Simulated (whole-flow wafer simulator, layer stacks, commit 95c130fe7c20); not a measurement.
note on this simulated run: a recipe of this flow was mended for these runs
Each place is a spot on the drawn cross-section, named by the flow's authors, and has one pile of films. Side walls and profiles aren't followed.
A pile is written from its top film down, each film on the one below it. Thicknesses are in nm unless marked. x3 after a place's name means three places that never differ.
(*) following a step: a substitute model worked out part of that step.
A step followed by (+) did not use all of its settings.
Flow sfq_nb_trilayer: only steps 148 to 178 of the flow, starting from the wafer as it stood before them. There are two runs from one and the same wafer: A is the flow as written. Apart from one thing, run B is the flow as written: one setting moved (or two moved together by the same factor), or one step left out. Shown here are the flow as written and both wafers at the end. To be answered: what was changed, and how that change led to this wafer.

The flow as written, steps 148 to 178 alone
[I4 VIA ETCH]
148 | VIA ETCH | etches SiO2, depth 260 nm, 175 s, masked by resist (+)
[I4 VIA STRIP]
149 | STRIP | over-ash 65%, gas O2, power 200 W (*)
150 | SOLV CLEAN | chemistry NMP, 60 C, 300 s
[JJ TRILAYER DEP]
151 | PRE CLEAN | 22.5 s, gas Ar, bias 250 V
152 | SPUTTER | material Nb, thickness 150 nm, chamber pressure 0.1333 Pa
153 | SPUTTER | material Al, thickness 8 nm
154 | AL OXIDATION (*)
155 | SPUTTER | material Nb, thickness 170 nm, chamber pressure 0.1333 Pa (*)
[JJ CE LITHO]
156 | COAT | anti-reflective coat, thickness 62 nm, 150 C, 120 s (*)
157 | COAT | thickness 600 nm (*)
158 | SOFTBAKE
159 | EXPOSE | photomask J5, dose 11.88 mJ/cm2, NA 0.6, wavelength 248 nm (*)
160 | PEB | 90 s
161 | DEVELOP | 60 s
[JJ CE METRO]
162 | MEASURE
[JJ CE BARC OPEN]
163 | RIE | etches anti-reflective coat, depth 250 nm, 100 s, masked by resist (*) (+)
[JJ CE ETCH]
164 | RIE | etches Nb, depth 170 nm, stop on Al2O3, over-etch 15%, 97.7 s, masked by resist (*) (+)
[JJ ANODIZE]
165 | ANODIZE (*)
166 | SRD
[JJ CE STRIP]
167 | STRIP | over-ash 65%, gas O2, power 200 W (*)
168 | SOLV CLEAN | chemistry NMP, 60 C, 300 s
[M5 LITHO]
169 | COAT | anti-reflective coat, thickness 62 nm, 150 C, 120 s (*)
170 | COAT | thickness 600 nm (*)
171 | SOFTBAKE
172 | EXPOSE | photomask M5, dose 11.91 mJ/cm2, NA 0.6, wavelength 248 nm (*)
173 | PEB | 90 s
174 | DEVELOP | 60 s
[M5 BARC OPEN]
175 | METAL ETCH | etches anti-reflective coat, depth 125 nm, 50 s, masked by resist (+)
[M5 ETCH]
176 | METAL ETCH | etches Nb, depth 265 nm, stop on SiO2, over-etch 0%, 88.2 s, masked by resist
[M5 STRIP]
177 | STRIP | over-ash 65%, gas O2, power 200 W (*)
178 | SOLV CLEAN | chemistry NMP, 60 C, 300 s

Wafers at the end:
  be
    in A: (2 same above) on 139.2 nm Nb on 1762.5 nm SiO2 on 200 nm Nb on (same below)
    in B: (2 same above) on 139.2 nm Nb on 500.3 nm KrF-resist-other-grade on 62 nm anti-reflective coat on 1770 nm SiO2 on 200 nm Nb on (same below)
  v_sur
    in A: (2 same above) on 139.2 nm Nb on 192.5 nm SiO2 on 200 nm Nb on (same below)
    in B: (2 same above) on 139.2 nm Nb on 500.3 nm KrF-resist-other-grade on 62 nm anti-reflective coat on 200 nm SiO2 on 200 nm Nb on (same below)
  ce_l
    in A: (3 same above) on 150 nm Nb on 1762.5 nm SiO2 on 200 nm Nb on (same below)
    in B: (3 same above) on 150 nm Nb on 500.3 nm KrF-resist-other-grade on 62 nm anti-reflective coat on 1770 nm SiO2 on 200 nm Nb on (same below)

Cause: step 149, STRIP: over-ash 65%, gas O2, power 200 W (*), was skipped.

The path from the change to this, step by step:
  151 | PRE CLEAN | 22.5 s, gas Ar, bias 250 V
      field_l, v_sur, via_sp and 100 more: A SiO2 loses 7.5 | B KrF-resist-other-grade loses 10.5
  152 | SPUTTER | material Nb, thickness 150 nm, chamber pressure 0.1333 Pa
      via_wl, via_w, via_wr: A Nb gains 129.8 | B Nb gains 74.9
  153 | SPUTTER | material Al, thickness 8 nm
      via_wl, via_wr: A Al gains 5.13 (new film) | B Al gains 3.45 (new film)
      via_w: A Al gains 7.09 (new film) | B Al gains 4.02 (new film)
  155 | SPUTTER | material Nb, thickness 170 nm, chamber pressure 0.1333 Pa (*)
      via_wl, via_wr: A Nb gains 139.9 (new film) | B Nb gains 70 (new film)
      via_w: A Nb gains 140.2 (new film) | B Nb gains 70.1 (new film)
  156 | COAT | anti-reflective coat, thickness 62 nm, 150 C, 120 s (*)
      via_wl, via_wr: A anti-reflective coat gains 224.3 (new film) | B anti-reflective coat gains 453.1 (new film)
      field_l: A anti-reflective coat gains 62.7 (new film) | B anti-reflective coat gains 56.2 (new film)
      (as well as at 5 more places)
  157 | COAT | thickness 600 nm (*)
      field_l: A KrF-resist-other-grade gains 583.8 (new film) | B KrF-resist-other-grade gains 560.3 (new film)
      v_sur: A KrF-resist-other-grade gains 602.3 (new film) | B KrF-resist-other-grade gains 533.2 (new film)
      (as well as at 5 more places)
  160 | PEB | 90 s
      via_wl, via_wr: A KrF-resist-other-grade loses 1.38 | B KrF-resist-other-grade loses 2.33
      via_w: A KrF-resist-other-grade loses 1.67 | B KrF-resist-other-grade loses 3.52
  161 | DEVELOP | 60 s
      field_l: A KrF-resist-other-grade loses 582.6 (all of it) | B KrF-resist-other-grade loses 559.2 (all of it)
      v_sur: A KrF-resist-other-grade loses 601.1 (all of it) | B KrF-resist-other-grade loses 532.1 (all of it)
      (as well as at 5 more places)
  163 | RIE | etches anti-reflective coat, depth 250 nm, 100 s, masked by resist (*) (+)
      via_wl, via_wr: A anti-reflective coat loses 224.3 (all of it) | B anti-reflective coat loses 250
      field_l: A anti-reflective coat loses 62.7 (all of it) | B anti-reflective coat loses 56.2 (all of it)
      (as well as at 5 more places)
  164 | RIE | etches Nb, depth 170 nm, stop on Al2O3, over-etch 15%, 97.7 s, masked by resist (*) (+)
      via_wl, via_wr: A Nb loses 139.9 (all of it), Al2O3 loses 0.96 (all of it) | B anti-reflective coat loses 170
      via_w: A Nb loses 140.2 (all of it), Al2O3 loses 0.96 (all of it) | B Nb loses 70.1 (all of it), Al2O3 loses 0.96 (all of it)
  165 | ANODIZE (*)
      via_wl, via_wr: A Al2O3 gains 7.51 (new film), Nb2O5 gains 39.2 (new film), Al loses 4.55 (all of it), Nb loses 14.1 | B nothing
      via_w: A Al2O3 gains 10.7 (new film), Nb2O5 gains 33.4 (new film), Al loses 6.51 (all of it), Nb loses 12 | B Al2O3 gains 5.67 (new film), Nb2O5 gains 42.5 (new film), Al loses 3.44 (all of it), Nb loses 15.3
  167 | STRIP | over-ash 65%, gas O2, power 200 W (*)
      via_wl, via_wr: A nothing | B anti-reflective coat loses 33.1 (all of it)
  169 | COAT | anti-reflective coat, thickness 62 nm, 150 C, 120 s (*)
      via_wl, via_wr: A anti-reflective coat gains 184 (new film) | B anti-reflective coat gains 363.5 (new film)
      field_l: A anti-reflective coat gains 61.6 (new film) | B anti-reflective coat gains 56.7 (new film)
      (as well as at 8 more places)
  170 | COAT | thickness 600 nm (*)
      field_l: A KrF-resist-other-grade gains 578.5 (new film) | B KrF-resist-other-grade gains 539.6 (new film)
      v_sur: A KrF-resist-other-grade gains 593.2 (new film) | B KrF-resist-other-grade gains 494.7 (new film)
      (as well as at 6 more places)
  173 | PEB | 90 s
      via_wl: A KrF-resist-other-grade loses 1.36 | B KrF-resist-other-grade loses 2.04
      via_w: A KrF-resist-other-grade loses 1.59 | B KrF-resist-other-grade loses 2.78
      (as well as at 1 more place)
  174 | DEVELOP | 60 s
      field_l: A KrF-resist-other-grade loses 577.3 (all of it) | B KrF-resist-other-grade loses 538.4 (all of it)
  ... 2 further steps ...
  177 | STRIP | over-ash 65%, gas O2, power 200 W (*)
      field_l, res, r_end and 48 more: A nothing | B KrF-resist-other-grade loses 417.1 (all of it), anti-reflective coat loses 62 (all of it)
      r_sur, wl_a_m6: A nothing | B KrF-resist-other-grade loses 417 (all of it), anti-reflective coat loses 62 (all of it)
      (as well as at 12 more places)
